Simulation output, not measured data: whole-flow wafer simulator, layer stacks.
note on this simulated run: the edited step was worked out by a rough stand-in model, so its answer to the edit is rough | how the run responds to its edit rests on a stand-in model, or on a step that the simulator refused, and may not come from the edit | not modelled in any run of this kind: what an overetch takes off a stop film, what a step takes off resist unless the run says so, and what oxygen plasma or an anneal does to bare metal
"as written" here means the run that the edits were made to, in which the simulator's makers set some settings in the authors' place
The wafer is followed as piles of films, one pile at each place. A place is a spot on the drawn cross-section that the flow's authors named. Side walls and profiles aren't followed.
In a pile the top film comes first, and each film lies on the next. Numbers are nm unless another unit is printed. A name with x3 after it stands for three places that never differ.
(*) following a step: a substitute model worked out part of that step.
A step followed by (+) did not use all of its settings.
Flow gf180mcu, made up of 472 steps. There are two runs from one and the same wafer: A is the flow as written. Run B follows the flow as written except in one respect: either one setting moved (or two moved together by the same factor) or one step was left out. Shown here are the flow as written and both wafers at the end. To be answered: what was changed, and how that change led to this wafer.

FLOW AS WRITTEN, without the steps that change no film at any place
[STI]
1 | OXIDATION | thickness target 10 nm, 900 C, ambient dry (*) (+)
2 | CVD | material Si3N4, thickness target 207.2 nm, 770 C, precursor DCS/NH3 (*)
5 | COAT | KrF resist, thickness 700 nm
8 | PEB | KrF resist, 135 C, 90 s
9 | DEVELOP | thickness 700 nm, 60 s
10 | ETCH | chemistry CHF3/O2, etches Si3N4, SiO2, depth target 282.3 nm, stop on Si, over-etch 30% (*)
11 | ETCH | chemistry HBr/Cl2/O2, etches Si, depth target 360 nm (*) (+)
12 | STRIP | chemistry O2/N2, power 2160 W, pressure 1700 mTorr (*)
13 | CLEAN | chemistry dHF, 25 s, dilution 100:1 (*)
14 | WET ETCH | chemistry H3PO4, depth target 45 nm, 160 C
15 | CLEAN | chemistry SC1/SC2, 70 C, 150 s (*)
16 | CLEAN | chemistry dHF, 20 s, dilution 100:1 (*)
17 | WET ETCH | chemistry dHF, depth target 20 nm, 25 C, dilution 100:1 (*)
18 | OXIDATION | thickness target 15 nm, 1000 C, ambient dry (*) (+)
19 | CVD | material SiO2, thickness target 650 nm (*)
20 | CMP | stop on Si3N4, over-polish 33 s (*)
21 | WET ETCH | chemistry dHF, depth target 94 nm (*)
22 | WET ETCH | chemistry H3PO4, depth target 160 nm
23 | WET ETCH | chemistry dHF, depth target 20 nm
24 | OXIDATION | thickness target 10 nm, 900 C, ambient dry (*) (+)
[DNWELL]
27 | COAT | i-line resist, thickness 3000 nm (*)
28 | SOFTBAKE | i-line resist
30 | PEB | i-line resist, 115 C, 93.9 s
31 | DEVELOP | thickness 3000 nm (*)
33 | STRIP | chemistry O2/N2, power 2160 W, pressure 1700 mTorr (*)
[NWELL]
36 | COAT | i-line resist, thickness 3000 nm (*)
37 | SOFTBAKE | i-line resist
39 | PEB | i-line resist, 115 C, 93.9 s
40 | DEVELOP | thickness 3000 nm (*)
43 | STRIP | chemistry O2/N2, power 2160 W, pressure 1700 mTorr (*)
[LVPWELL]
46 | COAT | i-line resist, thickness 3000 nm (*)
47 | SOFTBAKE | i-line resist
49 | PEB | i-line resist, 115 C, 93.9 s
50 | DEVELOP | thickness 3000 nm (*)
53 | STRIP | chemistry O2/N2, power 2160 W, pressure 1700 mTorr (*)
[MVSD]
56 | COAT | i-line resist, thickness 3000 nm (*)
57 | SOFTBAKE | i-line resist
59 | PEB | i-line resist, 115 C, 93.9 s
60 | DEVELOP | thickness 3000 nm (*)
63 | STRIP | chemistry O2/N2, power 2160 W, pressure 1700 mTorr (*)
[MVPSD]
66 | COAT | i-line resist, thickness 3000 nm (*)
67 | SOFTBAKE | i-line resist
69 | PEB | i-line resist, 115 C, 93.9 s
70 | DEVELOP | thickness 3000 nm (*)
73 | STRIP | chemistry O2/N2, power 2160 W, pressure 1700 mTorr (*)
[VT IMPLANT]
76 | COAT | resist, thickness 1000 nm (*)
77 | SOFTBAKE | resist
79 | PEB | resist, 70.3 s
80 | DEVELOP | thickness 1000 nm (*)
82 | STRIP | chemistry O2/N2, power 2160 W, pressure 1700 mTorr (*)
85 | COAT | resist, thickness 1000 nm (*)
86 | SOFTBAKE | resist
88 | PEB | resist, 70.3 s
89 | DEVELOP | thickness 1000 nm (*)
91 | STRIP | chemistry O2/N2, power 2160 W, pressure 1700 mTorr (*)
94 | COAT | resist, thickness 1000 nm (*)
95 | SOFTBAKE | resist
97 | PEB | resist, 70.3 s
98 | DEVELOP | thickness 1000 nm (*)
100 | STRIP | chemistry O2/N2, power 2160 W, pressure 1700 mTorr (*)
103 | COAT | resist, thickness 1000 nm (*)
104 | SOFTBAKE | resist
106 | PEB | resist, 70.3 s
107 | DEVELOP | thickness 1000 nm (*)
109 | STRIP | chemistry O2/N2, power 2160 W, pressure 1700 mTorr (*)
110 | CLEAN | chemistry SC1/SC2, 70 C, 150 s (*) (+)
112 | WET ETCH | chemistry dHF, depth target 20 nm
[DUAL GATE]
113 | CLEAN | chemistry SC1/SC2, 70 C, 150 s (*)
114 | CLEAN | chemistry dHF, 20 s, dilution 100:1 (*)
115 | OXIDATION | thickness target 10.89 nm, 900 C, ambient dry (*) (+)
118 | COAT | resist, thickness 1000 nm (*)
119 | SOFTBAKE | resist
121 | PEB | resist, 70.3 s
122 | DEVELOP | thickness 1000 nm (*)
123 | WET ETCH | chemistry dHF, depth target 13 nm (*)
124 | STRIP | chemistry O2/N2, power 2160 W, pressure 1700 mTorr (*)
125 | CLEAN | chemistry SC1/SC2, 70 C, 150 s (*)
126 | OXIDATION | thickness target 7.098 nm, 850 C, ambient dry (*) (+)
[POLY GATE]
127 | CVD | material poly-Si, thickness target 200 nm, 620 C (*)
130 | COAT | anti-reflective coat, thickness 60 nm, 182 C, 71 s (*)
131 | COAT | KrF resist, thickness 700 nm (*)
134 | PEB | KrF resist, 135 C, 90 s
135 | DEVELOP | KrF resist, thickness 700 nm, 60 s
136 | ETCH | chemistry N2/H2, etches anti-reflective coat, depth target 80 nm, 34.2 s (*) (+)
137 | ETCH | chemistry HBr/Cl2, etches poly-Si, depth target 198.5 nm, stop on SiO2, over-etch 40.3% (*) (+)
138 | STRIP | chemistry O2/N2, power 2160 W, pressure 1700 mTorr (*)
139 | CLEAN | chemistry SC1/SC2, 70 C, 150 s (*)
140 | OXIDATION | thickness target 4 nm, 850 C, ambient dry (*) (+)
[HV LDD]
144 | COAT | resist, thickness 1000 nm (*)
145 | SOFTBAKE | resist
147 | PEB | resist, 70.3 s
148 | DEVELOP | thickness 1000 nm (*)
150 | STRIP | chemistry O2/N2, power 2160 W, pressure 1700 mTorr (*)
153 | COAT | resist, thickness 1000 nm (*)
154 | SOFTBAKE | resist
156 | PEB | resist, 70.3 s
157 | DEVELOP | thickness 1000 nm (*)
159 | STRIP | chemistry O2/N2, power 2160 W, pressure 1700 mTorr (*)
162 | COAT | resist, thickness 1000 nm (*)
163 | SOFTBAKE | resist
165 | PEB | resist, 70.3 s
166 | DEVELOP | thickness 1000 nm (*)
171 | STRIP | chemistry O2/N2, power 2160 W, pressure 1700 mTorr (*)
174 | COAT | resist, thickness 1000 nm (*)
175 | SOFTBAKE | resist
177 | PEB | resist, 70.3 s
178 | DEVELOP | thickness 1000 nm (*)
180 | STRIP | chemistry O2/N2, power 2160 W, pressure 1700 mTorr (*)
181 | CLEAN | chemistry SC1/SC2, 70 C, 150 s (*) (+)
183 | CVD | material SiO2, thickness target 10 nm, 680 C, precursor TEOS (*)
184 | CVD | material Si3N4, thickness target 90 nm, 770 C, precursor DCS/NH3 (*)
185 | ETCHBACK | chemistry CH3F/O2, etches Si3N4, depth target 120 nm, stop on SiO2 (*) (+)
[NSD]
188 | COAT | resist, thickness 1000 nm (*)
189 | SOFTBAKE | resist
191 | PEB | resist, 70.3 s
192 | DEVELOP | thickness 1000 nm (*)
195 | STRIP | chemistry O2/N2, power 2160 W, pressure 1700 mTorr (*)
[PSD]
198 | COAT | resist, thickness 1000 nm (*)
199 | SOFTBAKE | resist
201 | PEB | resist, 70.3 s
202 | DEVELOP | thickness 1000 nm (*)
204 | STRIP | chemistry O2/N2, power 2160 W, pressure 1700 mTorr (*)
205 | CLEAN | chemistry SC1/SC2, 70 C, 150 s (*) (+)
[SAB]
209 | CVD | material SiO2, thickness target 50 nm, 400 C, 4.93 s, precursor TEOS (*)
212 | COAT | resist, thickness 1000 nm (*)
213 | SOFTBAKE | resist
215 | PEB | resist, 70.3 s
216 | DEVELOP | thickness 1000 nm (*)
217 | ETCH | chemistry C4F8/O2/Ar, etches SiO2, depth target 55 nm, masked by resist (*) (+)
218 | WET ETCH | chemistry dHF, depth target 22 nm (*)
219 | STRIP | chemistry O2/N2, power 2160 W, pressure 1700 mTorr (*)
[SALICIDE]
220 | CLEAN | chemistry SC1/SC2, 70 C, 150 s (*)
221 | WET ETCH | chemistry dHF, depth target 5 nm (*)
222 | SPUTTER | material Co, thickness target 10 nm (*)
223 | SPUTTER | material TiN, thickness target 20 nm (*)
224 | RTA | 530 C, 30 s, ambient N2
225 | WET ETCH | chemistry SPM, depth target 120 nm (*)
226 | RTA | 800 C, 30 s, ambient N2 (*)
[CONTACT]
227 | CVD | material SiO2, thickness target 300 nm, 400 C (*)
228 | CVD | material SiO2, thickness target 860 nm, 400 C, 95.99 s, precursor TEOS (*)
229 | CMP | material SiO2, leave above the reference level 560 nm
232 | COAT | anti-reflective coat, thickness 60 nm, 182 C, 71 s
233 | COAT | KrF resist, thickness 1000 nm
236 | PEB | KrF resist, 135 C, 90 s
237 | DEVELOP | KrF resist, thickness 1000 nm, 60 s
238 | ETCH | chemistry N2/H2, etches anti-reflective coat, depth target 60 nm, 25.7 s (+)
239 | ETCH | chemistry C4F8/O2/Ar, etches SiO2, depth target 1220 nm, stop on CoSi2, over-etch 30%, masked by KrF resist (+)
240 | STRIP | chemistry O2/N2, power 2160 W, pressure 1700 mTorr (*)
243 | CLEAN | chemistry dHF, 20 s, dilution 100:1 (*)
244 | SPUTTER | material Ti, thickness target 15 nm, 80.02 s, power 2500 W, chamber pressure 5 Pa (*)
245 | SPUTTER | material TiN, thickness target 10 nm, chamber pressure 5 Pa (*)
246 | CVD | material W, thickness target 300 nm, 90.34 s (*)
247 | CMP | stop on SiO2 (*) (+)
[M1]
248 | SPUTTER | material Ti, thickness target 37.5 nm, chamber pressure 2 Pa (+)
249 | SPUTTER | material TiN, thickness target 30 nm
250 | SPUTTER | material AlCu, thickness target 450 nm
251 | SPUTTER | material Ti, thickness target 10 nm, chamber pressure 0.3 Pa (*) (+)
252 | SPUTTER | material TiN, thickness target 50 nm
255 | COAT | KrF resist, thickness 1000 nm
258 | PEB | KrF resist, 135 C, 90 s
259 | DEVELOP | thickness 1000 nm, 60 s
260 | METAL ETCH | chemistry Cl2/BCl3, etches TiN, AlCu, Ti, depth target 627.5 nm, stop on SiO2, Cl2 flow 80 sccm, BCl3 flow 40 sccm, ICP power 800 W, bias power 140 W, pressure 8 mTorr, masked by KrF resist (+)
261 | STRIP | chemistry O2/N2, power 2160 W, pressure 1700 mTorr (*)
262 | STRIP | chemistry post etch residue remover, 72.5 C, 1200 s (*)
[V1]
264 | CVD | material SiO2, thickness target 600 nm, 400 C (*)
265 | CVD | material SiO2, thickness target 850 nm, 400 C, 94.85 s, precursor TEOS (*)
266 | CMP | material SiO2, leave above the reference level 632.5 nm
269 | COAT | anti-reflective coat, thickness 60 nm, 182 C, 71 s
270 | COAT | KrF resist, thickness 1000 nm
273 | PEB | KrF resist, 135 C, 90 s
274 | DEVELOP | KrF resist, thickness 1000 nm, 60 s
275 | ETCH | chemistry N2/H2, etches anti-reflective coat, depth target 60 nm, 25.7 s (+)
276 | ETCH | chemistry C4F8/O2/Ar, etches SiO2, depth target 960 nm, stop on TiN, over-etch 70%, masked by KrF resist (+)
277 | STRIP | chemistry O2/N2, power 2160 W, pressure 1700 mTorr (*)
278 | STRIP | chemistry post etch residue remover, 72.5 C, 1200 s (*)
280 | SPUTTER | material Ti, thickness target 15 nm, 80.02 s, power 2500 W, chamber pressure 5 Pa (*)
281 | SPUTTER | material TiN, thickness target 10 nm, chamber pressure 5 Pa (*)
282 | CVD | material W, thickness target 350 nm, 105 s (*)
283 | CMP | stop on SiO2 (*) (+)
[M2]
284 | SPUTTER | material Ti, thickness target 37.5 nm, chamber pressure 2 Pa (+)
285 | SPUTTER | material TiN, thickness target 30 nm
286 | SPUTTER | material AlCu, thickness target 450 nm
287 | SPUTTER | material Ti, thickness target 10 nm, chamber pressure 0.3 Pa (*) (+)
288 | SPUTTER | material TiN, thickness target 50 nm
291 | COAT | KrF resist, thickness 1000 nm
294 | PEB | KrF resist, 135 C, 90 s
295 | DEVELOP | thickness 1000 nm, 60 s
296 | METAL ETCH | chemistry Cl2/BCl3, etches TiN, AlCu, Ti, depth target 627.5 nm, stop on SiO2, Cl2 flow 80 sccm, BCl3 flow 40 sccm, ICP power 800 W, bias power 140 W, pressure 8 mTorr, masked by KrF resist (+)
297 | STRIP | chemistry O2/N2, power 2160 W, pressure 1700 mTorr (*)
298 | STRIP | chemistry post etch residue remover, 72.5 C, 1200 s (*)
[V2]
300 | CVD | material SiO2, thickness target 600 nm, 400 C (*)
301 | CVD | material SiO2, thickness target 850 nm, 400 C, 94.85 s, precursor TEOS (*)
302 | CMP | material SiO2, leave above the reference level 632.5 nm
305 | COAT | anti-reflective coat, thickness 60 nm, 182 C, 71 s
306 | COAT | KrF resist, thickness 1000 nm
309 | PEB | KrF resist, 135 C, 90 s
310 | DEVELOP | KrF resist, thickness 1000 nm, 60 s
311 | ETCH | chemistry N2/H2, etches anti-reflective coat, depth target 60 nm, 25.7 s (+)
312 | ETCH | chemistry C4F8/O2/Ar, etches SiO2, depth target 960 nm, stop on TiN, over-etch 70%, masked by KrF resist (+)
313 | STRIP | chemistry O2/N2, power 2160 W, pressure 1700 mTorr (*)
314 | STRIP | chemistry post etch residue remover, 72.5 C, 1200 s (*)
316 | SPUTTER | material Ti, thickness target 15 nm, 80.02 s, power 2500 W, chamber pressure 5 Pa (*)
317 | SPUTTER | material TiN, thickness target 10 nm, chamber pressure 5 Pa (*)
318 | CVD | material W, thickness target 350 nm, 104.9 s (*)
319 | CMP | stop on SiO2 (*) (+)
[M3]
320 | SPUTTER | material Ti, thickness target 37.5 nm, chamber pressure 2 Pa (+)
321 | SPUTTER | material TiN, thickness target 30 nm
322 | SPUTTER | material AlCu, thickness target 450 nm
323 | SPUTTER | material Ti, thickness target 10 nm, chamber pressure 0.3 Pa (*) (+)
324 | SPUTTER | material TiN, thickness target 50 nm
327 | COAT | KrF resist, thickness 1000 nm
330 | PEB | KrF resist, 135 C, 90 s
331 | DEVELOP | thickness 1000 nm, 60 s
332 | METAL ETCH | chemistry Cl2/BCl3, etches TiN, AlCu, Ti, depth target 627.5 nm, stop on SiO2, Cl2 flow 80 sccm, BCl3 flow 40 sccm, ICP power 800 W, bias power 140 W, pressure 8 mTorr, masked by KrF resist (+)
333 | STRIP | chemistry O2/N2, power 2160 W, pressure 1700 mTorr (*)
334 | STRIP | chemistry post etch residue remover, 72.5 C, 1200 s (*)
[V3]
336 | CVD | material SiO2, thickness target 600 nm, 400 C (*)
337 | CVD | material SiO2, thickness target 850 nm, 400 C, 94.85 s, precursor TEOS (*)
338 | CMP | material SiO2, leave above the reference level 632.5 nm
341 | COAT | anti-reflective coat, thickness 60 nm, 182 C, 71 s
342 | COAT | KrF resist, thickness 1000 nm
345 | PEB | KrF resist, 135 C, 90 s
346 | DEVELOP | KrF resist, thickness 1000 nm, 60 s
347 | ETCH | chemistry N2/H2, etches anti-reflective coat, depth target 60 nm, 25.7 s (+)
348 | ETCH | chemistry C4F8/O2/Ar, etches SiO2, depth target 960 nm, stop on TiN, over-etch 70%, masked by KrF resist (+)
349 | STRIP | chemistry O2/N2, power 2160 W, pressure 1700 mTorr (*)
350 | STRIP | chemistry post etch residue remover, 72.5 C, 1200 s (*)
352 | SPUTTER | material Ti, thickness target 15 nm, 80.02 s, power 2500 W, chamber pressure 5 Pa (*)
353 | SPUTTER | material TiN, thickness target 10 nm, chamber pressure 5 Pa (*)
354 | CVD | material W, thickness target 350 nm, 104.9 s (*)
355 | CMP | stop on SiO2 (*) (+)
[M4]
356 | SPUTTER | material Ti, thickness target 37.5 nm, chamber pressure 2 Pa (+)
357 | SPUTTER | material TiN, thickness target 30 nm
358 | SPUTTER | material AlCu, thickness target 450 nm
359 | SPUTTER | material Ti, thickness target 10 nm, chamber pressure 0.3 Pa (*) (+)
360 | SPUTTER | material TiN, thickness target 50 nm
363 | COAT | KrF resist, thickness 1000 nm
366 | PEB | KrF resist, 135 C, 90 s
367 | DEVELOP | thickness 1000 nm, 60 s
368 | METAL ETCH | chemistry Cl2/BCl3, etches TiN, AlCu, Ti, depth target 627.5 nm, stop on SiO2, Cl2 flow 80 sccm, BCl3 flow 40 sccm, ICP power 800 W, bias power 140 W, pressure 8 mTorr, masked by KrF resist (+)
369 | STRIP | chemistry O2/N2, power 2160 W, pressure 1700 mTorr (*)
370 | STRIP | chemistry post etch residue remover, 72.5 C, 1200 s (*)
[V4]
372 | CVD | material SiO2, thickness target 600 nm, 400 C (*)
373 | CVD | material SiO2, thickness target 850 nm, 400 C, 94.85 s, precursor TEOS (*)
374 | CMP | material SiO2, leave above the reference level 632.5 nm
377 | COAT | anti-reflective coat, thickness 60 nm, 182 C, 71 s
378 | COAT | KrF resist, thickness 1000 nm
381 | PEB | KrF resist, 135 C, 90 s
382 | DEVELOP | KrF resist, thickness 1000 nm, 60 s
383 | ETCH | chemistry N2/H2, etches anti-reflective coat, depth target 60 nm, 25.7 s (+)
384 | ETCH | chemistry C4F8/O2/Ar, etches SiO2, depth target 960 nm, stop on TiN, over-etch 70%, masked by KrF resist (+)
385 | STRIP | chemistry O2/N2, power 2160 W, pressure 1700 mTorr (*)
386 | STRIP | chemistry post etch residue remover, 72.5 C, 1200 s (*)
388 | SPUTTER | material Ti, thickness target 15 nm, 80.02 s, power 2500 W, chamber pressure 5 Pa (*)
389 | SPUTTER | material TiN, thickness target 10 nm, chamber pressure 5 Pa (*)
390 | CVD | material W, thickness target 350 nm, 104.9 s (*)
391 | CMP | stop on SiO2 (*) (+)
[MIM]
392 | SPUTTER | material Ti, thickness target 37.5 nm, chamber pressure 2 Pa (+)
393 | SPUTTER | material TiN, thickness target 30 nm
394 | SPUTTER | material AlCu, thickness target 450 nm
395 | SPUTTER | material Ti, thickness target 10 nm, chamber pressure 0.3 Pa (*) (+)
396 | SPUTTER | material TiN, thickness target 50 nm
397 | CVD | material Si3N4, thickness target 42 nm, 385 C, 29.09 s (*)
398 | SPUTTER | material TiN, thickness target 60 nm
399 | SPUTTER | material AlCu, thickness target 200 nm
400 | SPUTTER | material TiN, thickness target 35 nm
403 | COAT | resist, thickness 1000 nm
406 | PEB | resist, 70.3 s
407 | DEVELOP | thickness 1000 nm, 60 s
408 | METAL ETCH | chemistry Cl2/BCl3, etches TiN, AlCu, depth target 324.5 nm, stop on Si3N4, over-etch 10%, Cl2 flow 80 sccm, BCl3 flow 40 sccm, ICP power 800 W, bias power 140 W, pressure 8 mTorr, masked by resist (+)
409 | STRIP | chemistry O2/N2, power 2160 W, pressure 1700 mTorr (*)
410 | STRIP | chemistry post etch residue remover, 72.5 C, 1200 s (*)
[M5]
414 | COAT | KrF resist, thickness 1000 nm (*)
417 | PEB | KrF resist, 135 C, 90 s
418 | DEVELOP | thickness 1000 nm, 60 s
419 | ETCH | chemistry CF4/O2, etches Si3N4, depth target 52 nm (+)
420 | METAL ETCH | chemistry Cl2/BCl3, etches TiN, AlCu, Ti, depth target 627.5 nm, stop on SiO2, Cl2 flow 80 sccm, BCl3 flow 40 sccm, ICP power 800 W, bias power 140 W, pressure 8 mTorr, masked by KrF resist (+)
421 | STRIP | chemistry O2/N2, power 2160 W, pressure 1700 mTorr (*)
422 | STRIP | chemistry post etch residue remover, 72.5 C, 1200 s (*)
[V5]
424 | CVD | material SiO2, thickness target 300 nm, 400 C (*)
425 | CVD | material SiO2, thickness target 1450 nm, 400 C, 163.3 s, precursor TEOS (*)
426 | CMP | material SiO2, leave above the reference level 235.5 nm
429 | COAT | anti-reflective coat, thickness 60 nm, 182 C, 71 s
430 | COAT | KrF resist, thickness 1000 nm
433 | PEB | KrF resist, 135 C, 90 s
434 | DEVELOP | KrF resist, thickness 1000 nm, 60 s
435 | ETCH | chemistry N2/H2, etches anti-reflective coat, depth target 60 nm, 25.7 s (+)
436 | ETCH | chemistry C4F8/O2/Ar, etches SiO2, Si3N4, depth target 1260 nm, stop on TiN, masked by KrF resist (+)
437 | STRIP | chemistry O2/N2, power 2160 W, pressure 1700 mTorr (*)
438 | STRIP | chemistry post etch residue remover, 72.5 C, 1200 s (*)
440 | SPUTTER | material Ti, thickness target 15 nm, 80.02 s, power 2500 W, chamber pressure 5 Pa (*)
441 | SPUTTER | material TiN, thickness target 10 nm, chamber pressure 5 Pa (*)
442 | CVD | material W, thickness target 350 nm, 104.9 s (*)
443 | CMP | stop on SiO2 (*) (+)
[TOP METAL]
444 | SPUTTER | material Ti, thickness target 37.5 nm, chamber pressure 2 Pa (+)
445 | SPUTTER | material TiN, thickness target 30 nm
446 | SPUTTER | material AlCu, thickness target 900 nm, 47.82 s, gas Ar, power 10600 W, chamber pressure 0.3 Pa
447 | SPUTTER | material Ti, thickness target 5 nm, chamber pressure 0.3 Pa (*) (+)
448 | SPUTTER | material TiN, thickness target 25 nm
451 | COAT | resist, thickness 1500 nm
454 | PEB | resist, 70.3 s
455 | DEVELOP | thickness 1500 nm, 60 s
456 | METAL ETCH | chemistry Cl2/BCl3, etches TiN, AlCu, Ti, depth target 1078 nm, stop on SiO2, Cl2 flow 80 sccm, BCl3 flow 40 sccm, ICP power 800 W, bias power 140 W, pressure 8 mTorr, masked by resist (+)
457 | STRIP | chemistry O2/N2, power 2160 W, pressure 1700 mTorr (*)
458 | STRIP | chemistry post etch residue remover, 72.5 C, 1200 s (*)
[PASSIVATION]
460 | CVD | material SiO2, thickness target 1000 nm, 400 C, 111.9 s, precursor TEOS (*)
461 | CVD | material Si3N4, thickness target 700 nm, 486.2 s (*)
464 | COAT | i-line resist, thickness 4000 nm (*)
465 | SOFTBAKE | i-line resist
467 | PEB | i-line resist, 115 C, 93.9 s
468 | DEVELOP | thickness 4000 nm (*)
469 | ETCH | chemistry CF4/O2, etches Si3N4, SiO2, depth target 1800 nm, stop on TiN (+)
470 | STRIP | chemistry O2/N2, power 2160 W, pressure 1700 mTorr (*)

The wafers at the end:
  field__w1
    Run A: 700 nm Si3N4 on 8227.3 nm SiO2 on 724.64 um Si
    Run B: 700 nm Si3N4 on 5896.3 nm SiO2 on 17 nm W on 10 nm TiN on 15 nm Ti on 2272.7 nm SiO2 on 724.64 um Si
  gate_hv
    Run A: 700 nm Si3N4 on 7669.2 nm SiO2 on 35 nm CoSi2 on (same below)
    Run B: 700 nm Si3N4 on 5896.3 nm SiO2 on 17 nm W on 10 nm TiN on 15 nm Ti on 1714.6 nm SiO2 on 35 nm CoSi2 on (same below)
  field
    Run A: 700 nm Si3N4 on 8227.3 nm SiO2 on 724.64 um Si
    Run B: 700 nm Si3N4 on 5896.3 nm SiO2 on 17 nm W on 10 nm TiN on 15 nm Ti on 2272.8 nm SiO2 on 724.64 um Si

The reason: step 265, CVD: thickness target 468 nm was run, while the flow as written has thickness target 850 nm; step 265, CVD: 52.17 s was run, where the flow has 94.85 s.

How this came from the change, step by step:
  265 | CVD | material SiO2, thickness target 850 nm, 400 C, 94.85 s, precursor TEOS (*)
      field, field__w1, field__w2 and 108 more: A +850 SiO2 | B +475.7 SiO2
  266 | CMP | material SiO2, leave above the reference level 632.5 nm
      field, field__w1, field__w2 and 99 more: A -300 SiO2 | B nothing
      field__w8, contact, m1 and 6 more: A -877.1 SiO2 | B -502.8 SiO2
  269 | COAT | anti-reflective coat, thickness 60 nm, 182 C, 71 s
      field: A +60 anti-reflective coat (new film) | B +89.8 anti-reflective coat (new film)
      field__w8: A +60 anti-reflective coat (new film) | B +22.5 anti-reflective coat (new film)
      (and at 16 other places as well)
  270 | COAT | KrF resist, thickness 1000 nm
      contact: A +1000 KrF resist (new film) | B +972.3 KrF resist (new film)
      m1: A +1000 KrF resist (new film) | B +968.5 KrF resist (new film)
      (and at 2 other places as well)
  274 | DEVELOP | KrF resist, thickness 1000 nm, 60 s
      contact: A -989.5 KrF resist (all of it) | B -962 KrF resist (all of it)
  275 | ETCH | chemistry N2/H2, etches anti-reflective coat, depth target 60 nm, 25.7 s (+)
      contact: A -60 anti-reflective coat (all of it), -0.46 SiO2 | B -26.4 anti-reflective coat (all of it), -1.32 SiO2
  277 | STRIP | chemistry O2/N2, power 2160 W, pressure 1700 mTorr (*)
      field: A -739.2 KrF resist (all of it), -60 anti-reflective coat (all of it) | B -725.7 KrF resist (all of it), -89.8 anti-reflective coat (all of it)
      field__w8: A -739.2 KrF resist (all of it), -60 anti-reflective coat (all of it) | B -730.2 KrF resist (all of it), -22.5 anti-reflective coat (all of it)
      (and at 15 other places as well)
  282 | CVD | material W, thickness target 350 nm, 105 s (*)
      contact: A +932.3 W (new film) | B +857.3 W (new film)
  283 | CMP | stop on SiO2 (*) (+)
      field, field__w1, field__w2 and 99 more: A -350 W (all of it), -10 TiN (all of it), -15 Ti (all of it), -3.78 SiO2 | B -320.7 W
      field__w8, m1, m1__w1, polyc_n, polyc_n_rim, polyc_p, polyc_p_rim, m1_nw: A -350 W (all of it), -10 TiN (all of it), -15 Ti (all of it), -3.78 SiO2 | B -350 W (all of it), -10 TiN (all of it), -15 Ti (all of it), -20 SiO2
      (and at 1 other place as well)
  296 | METAL ETCH | chemistry Cl2/BCl3, etches TiN, AlCu, Ti, depth target 627.5 nm, stop on SiO2, Cl2 flow 80 sccm, BCl3 flow 40 sccm, ICP power 800 W, bias power 140 W, pressure 8 mTorr, masked by KrF resist (+)
      field, field__w1, field__w2 and 99 more: A -50 TiN (all of it), -10 Ti (all of it), -450 AlCu (all of it), -30 TiN (all of it), -37.5 Ti (all of it) | B -50 TiN (all of it), -10 Ti (all of it), -450 AlCu (all of it), -30 TiN (all of it), -37.5 Ti (all of it), -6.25 W
  298 | STRIP | chemistry post etch residue remover, 72.5 C, 1200 s (*)
      field, field__w1, field__w2 and 99 more: A nothing | B -6.01 W
  300 | CVD | material SiO2, thickness target 600 nm, 400 C (*)
      field, field__w1, field__w2 and 99 more: A +600 SiO2 | B +600 SiO2 (new film)
  302 | CMP | material SiO2, leave above the reference level 632.5 nm
      field, field__w1, field__w2 and 99 more: A -300 SiO2 | B -287.7 SiO2
With metal films that touch counted as one body, field__w1 has 1 body; the flow as written gives 0 bodies.
With metal films that touch counted as one body, gate_hv has 2 bodies (between them, from the top down: SiO2 1714.6); the flow as written gives 1 body.
With metal films that touch counted as one body, field has 1 body; the flow as written gives 0 bodies.
